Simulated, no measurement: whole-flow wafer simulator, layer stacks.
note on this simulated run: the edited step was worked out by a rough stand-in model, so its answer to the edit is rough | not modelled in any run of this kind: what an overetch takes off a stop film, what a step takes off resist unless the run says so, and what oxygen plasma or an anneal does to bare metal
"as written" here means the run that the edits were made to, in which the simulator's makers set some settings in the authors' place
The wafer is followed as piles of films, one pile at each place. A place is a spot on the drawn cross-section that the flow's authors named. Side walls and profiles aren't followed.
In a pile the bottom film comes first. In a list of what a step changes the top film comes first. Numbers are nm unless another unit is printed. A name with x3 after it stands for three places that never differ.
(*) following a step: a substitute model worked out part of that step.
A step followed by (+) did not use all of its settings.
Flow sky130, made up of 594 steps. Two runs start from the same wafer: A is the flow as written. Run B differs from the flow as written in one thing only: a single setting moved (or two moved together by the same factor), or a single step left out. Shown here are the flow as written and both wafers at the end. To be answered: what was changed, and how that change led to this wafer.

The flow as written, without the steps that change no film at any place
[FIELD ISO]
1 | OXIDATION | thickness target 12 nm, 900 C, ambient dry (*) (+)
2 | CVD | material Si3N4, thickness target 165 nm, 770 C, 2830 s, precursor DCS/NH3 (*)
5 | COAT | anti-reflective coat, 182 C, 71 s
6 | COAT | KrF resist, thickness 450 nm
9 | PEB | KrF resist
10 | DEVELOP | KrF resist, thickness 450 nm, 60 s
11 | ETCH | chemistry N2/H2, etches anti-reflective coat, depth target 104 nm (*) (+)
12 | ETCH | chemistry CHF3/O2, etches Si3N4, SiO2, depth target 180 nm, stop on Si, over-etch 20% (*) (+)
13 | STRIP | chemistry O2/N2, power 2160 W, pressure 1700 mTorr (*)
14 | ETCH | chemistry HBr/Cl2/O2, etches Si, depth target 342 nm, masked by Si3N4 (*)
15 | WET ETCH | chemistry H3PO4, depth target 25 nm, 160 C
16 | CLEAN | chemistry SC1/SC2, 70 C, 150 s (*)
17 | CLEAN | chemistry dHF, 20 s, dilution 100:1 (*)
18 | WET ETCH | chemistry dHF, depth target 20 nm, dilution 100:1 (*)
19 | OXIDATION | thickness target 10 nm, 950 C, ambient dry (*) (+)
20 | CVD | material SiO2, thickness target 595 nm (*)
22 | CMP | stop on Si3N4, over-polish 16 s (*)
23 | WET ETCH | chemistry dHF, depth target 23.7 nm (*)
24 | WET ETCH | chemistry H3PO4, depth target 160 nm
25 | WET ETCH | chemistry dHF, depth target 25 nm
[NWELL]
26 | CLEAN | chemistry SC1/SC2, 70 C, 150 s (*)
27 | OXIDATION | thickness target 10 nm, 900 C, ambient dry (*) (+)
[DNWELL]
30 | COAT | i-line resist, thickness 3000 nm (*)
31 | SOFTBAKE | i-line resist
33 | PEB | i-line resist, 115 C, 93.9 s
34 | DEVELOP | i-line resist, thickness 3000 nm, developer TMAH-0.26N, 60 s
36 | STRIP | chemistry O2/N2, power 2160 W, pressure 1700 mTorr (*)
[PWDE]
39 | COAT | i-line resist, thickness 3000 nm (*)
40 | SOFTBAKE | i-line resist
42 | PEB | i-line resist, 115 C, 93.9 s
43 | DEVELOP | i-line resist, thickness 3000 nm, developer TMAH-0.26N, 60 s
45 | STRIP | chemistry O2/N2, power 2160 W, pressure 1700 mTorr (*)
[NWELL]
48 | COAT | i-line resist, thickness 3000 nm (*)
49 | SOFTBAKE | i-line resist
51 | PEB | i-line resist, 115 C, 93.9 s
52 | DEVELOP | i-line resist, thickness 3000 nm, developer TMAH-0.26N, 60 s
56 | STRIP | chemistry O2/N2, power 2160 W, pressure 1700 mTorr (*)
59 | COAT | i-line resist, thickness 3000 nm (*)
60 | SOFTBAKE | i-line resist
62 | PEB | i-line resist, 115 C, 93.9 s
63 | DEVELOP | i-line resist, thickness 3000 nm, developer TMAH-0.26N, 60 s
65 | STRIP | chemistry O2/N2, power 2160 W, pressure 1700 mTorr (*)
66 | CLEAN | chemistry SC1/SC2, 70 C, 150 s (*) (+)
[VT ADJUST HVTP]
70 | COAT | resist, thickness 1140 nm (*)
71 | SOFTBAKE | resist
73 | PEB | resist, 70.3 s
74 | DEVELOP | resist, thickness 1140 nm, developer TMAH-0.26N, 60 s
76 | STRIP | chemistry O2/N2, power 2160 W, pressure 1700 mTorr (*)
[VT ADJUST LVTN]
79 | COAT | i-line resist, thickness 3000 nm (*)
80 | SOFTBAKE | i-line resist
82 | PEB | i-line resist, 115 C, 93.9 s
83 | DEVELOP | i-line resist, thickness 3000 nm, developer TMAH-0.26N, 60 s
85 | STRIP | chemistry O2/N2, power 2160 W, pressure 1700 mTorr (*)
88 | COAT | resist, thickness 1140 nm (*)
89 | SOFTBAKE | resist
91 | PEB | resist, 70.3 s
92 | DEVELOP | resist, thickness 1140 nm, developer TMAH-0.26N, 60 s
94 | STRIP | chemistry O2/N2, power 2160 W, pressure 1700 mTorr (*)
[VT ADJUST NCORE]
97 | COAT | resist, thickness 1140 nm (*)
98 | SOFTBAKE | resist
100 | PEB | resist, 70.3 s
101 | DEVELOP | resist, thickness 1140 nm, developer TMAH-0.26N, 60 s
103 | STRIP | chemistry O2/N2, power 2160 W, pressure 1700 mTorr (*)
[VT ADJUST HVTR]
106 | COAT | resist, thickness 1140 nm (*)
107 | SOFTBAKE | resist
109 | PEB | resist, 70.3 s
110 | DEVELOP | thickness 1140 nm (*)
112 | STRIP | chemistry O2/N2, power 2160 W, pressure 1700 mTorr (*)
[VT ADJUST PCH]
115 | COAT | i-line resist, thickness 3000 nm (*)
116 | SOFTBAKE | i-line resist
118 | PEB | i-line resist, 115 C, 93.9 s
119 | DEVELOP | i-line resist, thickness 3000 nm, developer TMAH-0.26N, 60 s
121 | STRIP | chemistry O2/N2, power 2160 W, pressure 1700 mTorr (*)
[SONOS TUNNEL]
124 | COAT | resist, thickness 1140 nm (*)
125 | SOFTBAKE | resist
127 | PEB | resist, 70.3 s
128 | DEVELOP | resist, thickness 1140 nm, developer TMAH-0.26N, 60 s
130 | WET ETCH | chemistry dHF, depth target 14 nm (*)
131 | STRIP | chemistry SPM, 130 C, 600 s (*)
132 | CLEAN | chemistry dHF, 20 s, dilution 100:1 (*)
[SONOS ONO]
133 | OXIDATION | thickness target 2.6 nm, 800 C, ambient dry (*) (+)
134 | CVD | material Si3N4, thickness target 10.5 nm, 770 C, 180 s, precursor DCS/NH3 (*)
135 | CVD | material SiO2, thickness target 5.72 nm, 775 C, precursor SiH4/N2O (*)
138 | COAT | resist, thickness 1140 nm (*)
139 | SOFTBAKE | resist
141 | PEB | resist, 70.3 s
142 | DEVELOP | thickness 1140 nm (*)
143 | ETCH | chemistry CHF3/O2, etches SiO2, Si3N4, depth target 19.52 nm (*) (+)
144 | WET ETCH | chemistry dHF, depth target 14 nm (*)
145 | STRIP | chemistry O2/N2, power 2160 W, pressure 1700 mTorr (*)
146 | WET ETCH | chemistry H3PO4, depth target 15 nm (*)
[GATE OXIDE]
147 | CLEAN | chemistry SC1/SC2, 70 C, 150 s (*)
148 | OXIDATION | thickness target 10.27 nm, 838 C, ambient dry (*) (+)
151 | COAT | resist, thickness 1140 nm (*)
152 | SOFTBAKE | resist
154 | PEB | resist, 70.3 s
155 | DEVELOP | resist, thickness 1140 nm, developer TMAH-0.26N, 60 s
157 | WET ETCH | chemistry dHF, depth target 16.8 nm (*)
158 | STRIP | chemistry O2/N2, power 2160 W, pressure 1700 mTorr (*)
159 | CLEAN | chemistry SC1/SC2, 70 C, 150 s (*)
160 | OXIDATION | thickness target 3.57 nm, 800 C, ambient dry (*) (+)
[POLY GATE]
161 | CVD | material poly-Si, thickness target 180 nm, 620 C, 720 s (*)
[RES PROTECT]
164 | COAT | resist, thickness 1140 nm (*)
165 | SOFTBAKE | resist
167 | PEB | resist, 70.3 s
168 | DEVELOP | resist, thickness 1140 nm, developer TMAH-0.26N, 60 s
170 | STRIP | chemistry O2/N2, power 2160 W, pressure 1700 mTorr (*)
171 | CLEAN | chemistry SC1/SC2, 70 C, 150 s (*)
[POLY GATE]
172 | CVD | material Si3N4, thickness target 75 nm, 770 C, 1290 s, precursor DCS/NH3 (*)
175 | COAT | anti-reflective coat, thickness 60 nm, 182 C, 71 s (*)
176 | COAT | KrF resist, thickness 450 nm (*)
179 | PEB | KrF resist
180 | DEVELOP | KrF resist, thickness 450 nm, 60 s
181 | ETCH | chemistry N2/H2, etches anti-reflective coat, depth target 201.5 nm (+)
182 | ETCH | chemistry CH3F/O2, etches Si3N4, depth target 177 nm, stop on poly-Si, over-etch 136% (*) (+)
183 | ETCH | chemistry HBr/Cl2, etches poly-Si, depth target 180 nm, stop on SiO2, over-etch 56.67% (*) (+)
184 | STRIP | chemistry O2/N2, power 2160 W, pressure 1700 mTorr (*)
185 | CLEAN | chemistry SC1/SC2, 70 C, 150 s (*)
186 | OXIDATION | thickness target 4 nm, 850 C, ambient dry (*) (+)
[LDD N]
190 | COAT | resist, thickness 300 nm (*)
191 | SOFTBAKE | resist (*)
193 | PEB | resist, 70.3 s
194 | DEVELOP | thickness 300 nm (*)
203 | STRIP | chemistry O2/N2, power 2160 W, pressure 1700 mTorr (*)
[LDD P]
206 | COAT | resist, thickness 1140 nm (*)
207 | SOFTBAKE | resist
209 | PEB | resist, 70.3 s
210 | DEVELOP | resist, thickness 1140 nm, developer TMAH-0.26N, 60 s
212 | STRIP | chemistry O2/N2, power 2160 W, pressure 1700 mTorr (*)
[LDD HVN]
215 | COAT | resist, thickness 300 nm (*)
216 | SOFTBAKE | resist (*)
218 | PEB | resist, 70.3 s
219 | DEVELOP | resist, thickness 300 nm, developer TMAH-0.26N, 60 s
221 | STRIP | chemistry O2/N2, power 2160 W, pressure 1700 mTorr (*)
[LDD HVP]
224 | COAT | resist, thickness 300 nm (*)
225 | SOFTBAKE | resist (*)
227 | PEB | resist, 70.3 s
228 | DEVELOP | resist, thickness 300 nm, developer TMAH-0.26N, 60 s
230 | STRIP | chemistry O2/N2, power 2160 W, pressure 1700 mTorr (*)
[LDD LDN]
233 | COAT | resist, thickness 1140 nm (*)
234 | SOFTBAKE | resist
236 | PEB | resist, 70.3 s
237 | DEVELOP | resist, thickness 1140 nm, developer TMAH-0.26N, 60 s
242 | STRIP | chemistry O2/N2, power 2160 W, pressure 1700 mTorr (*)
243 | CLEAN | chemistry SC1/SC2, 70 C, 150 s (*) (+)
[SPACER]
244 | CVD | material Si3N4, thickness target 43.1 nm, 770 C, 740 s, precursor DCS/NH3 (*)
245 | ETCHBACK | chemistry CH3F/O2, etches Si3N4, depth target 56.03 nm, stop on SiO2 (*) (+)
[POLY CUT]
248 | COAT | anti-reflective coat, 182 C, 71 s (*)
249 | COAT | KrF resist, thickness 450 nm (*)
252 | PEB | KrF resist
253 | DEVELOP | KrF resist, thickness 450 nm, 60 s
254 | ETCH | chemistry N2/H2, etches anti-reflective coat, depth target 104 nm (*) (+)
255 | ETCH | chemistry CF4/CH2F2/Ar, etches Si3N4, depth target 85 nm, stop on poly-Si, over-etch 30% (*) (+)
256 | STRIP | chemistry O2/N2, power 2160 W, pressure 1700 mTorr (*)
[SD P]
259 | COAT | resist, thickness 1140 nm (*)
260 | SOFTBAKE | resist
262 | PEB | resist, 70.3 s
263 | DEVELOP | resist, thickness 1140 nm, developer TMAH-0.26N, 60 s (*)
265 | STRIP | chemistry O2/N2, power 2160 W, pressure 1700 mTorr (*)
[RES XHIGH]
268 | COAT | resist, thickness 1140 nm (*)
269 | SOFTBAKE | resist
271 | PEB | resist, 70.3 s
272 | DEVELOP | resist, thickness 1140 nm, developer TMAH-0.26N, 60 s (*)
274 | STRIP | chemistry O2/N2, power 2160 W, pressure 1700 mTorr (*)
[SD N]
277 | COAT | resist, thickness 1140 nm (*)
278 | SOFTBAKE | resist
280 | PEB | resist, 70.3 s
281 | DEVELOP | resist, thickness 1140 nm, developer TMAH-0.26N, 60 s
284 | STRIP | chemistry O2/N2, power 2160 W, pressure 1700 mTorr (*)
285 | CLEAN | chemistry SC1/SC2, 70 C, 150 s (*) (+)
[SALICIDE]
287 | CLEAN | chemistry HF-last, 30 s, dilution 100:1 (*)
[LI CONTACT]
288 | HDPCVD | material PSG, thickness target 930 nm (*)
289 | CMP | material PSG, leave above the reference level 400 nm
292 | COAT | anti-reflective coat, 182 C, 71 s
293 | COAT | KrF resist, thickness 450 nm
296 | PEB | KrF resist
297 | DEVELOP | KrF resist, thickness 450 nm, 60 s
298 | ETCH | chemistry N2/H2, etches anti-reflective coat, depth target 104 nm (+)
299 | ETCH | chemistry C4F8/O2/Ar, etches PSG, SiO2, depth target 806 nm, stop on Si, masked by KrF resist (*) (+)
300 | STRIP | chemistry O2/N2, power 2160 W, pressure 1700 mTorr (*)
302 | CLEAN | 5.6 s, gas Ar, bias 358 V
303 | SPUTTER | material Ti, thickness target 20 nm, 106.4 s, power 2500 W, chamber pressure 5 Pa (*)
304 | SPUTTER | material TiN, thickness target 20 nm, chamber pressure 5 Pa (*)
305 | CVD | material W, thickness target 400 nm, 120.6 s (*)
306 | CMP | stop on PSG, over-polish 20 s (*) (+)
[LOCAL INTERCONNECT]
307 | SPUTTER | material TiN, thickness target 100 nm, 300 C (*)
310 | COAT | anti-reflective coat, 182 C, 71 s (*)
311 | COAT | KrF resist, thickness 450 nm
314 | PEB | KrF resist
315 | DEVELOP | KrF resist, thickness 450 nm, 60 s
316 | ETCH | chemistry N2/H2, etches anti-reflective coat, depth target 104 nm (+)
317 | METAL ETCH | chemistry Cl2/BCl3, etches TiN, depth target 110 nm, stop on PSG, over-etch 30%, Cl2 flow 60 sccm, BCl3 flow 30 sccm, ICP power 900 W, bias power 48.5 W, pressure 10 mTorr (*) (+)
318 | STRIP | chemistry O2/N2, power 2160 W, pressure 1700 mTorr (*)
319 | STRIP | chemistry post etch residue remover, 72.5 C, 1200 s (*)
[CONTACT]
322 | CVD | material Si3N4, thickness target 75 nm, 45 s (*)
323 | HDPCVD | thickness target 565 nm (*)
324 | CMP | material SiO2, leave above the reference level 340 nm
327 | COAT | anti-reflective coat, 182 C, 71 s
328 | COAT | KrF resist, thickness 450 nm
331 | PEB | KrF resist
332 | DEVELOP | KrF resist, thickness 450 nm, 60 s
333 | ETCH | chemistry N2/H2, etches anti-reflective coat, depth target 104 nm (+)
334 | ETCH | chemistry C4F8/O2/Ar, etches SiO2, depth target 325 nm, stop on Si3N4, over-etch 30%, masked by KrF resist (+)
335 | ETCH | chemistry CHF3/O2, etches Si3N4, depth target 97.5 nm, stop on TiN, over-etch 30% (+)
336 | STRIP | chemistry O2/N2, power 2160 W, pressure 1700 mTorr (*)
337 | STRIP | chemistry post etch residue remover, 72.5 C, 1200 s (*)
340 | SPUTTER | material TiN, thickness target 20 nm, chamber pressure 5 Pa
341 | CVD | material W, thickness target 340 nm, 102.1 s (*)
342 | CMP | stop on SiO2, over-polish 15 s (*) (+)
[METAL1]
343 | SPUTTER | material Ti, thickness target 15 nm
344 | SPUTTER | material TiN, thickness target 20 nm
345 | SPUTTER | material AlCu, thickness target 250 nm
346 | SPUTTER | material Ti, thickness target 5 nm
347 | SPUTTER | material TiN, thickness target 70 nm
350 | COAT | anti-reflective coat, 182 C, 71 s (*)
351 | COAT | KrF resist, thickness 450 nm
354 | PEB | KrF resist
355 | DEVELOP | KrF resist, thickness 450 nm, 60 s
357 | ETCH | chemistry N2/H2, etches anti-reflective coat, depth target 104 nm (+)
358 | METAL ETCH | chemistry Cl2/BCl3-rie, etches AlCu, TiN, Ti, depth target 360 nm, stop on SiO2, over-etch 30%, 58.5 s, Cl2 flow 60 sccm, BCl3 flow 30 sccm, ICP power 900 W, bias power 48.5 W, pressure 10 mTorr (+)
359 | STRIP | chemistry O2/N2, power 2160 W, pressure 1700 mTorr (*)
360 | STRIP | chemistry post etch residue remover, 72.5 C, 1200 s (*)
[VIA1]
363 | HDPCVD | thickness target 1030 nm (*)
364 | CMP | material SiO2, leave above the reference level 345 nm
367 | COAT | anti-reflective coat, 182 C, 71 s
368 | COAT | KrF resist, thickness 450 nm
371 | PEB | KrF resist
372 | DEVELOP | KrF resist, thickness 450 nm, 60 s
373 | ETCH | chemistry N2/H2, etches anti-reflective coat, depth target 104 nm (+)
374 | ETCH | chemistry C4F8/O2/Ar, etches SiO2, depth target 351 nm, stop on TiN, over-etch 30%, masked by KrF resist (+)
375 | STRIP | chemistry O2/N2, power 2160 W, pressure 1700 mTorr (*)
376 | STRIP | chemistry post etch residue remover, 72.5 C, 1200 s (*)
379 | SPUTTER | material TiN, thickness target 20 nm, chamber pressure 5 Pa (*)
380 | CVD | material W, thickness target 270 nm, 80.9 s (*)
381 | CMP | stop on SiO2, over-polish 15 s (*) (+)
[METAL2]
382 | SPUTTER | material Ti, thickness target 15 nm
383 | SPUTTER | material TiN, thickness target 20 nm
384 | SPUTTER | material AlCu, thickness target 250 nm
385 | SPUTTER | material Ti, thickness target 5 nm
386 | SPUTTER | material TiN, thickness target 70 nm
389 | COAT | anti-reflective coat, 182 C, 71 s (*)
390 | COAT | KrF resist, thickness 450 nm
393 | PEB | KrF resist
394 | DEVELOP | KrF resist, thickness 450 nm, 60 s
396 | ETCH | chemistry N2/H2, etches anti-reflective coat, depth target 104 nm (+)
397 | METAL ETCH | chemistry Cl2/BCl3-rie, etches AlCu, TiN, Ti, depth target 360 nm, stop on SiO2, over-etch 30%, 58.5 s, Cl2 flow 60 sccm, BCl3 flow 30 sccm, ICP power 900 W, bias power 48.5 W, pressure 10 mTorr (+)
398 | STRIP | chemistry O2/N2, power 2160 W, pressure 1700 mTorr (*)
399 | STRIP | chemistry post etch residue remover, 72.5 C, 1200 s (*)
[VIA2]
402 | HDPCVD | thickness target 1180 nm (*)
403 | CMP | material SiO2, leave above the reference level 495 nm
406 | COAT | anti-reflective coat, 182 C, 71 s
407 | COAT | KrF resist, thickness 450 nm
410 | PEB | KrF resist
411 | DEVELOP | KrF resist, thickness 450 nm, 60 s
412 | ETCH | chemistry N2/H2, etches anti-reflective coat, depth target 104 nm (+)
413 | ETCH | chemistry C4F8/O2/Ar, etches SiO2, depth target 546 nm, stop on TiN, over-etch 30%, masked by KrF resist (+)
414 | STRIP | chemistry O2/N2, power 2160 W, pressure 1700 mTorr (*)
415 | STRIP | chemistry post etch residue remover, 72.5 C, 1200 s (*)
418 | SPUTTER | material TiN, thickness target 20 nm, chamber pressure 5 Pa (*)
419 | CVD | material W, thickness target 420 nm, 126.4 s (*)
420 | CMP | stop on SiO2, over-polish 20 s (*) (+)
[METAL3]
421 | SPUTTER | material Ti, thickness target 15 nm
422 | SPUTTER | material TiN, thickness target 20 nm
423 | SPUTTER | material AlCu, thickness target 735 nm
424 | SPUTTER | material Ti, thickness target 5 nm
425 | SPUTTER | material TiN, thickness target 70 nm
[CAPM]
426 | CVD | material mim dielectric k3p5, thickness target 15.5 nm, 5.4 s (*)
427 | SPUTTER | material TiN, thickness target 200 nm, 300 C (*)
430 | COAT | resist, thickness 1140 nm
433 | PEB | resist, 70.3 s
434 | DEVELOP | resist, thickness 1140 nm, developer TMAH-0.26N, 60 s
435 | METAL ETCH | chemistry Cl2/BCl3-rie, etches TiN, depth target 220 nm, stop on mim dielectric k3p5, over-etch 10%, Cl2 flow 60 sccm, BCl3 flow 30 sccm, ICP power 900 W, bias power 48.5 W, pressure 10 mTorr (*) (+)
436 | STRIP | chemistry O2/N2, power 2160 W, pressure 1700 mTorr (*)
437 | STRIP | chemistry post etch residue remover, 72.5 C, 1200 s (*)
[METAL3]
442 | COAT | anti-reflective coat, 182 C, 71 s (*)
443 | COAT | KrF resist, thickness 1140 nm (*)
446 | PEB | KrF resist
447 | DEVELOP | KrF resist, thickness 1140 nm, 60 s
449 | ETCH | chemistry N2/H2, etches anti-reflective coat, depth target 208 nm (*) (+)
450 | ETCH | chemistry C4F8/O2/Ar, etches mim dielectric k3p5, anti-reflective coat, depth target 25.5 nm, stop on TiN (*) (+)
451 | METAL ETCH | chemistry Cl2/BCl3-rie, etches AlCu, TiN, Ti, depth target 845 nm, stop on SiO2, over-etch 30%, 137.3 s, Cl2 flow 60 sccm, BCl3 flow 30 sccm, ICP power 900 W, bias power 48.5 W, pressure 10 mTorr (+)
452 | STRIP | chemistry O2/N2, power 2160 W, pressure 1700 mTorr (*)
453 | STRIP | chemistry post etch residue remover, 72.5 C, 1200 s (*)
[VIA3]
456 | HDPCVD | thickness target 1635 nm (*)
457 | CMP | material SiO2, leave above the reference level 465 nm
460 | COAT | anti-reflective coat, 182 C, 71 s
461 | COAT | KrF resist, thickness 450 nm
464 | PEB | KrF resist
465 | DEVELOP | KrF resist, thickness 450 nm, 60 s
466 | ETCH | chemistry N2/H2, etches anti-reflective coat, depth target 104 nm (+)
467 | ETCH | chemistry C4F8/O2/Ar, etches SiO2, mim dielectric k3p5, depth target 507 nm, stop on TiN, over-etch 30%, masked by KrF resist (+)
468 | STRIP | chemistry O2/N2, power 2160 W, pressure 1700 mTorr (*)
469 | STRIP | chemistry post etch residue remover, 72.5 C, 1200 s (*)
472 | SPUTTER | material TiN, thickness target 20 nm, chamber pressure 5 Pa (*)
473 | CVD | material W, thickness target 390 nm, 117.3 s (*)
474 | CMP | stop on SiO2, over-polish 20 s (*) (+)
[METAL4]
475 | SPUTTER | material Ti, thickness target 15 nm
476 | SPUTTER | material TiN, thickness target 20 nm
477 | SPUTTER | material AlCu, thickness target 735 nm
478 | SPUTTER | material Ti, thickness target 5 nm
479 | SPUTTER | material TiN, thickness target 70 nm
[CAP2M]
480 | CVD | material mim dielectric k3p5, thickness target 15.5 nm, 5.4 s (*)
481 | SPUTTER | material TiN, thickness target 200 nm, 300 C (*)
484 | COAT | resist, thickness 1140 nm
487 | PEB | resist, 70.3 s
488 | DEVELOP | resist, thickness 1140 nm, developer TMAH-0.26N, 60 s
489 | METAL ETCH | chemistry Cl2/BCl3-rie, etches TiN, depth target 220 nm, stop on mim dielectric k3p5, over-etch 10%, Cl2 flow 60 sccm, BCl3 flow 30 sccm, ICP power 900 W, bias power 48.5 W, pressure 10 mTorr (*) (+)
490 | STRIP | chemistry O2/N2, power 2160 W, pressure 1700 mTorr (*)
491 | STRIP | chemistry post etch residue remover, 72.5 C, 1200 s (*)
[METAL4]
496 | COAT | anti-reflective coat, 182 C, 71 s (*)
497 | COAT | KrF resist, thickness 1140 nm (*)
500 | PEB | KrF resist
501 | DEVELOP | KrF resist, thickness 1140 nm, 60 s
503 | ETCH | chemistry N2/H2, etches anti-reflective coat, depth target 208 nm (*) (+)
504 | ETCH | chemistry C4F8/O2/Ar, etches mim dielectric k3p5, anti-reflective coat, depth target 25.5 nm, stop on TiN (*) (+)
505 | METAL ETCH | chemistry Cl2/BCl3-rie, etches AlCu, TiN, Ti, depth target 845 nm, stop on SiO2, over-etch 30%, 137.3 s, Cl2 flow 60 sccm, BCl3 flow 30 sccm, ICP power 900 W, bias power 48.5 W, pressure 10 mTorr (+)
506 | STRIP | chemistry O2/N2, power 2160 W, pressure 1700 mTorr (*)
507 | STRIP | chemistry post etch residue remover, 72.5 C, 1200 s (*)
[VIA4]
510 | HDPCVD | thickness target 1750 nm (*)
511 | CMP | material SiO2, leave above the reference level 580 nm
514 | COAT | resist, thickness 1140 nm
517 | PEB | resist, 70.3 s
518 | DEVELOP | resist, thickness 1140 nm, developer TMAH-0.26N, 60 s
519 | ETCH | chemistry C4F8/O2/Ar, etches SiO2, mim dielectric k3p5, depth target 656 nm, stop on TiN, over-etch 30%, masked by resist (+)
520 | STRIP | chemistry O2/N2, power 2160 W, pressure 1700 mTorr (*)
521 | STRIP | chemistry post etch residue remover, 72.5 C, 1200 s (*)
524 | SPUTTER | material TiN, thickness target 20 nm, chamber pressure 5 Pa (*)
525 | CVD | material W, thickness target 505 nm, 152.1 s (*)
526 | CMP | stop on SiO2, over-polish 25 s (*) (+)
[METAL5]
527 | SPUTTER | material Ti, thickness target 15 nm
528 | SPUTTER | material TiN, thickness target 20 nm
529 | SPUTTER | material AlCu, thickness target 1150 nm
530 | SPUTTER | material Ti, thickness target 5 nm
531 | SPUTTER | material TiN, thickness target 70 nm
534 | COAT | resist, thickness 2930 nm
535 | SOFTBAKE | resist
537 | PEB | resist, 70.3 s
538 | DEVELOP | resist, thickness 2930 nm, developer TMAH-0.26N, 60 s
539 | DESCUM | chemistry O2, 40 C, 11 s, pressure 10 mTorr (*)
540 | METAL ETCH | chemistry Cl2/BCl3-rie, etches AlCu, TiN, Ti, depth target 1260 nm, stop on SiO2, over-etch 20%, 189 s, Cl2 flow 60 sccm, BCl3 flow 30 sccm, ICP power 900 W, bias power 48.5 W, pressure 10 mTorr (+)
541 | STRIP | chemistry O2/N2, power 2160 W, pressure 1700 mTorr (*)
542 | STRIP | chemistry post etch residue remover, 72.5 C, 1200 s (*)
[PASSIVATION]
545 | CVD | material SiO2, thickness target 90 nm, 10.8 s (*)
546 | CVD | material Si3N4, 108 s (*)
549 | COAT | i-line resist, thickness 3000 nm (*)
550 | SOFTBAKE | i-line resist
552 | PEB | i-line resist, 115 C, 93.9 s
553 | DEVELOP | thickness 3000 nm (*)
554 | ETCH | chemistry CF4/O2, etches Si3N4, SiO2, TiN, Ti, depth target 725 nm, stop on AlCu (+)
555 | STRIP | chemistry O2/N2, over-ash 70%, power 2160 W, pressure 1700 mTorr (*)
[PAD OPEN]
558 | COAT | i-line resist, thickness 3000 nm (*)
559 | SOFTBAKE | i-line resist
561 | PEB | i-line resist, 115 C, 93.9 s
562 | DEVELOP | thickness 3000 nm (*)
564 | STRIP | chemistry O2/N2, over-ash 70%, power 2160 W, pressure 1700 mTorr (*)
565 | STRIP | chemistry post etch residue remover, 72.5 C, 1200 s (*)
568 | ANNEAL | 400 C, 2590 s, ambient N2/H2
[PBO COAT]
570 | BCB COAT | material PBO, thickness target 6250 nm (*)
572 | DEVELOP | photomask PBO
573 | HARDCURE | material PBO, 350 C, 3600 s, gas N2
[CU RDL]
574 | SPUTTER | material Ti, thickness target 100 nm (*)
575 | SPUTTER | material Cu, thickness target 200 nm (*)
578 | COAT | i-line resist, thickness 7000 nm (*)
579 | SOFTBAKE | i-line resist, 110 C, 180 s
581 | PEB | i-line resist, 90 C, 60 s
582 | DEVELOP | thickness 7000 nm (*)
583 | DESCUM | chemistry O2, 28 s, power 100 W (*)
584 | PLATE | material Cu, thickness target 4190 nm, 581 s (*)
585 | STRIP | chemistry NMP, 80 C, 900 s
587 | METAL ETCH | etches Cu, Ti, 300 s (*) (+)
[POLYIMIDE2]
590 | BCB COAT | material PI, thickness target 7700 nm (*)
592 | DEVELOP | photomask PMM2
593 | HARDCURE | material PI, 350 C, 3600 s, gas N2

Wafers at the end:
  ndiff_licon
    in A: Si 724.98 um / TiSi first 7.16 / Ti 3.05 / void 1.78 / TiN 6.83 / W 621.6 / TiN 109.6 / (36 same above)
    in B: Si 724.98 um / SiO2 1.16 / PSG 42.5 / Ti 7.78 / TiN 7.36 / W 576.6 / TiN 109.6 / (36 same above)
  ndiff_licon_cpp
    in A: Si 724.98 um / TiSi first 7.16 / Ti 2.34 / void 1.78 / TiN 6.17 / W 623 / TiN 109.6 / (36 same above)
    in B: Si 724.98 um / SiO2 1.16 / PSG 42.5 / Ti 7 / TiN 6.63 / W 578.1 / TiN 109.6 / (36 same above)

The reason: step 299, ETCH: depth target 596 nm was run, while the flow as written has depth target 806 nm.

The path from the change to this, step by step:
  299 | ETCH | chemistry C4F8/O2/Ar, etches PSG, SiO2, depth target 806 nm, stop on Si, masked by KrF resist (*) (+)
      contact, ndiff_licon, ndiff_licon_cpp: A -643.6 PSG (all of it), -1.16 SiO2 (all of it) | B -596 PSG
      field, active, n_well and 184 more: A -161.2 KrF resist | B -119.2 KrF resist
  300 | STRIP | chemistry O2/N2, power 2160 W, pressure 1700 mTorr (*)
      contact, ndiff_licon, ndiff_licon_cpp: A +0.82 chemical SiO2 (new film), -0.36 Si | B nothing
      field, active, n_well and 184 more: A -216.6 KrF resist (all of it), -80 anti-reflective coat (all of it) | B -258.6 KrF resist (all of it), -80 anti-reflective coat (all of it)
  302 | CLEAN | 5.6 s, gas Ar, bias 358 V
      contact, ndiff_licon, ndiff_licon_cpp: A -0.82 chemical SiO2 (all of it) | B -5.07 PSG
  303 | SPUTTER | material Ti, thickness target 20 nm, 106.4 s, power 2500 W, chamber pressure 5 Pa (*)
      ndiff_licon: A +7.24 Ti (new film) | B +7.78 Ti (new film)
  304 | SPUTTER | material TiN, thickness target 20 nm, chamber pressure 5 Pa (*)
      ndiff_licon: A +6.83 TiN (new film) | B +7.36 TiN (new film)
  305 | CVD | material W, thickness target 400 nm, 120.6 s (*)
      ndiff_licon: A +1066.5 W (new film) | B +1021.5 W (new film)
      ndiff_licon_cpp: A +1067.9 W (new film) | B +1023 W (new film)
  568 | ANNEAL | 400 C, 2590 s, ambient N2/H2
      ndiff_licon, ndiff_licon_cpp: A under 37 films: +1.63 void (new film), -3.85 Ti, +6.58 TiSi first (new film), -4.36 Si | B nothing
If metal films that touch count as one body, ndiff_licon has 5 bodies (between them, from the top down: SiO2 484 / mim dielectric k3p5 15.5; SiO2 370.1 / mim dielectric k3p5 15.5; SiO2 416; SiO2 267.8); the flow as written gives 6 bodies (between them, from the top down: SiO2 484 / mim dielectric k3p5 15.5; SiO2 370.1 / mim dielectric k3p5 15.5; SiO2 416; SiO2 267.8; void 1.78).
If metal films that touch count as one body, ndiff_licon_cpp has 5 bodies (between them, from the top down: SiO2 484 / mim dielectric k3p5 15.5; SiO2 370.1 / mim dielectric k3p5 15.5; SiO2 416; SiO2 267.8); the flow as written gives 6 bodies (between them, from the top down: SiO2 484 / mim dielectric k3p5 15.5; SiO2 370.1 / mim dielectric k3p5 15.5; SiO2 416; SiO2 267.8; void 1.78).
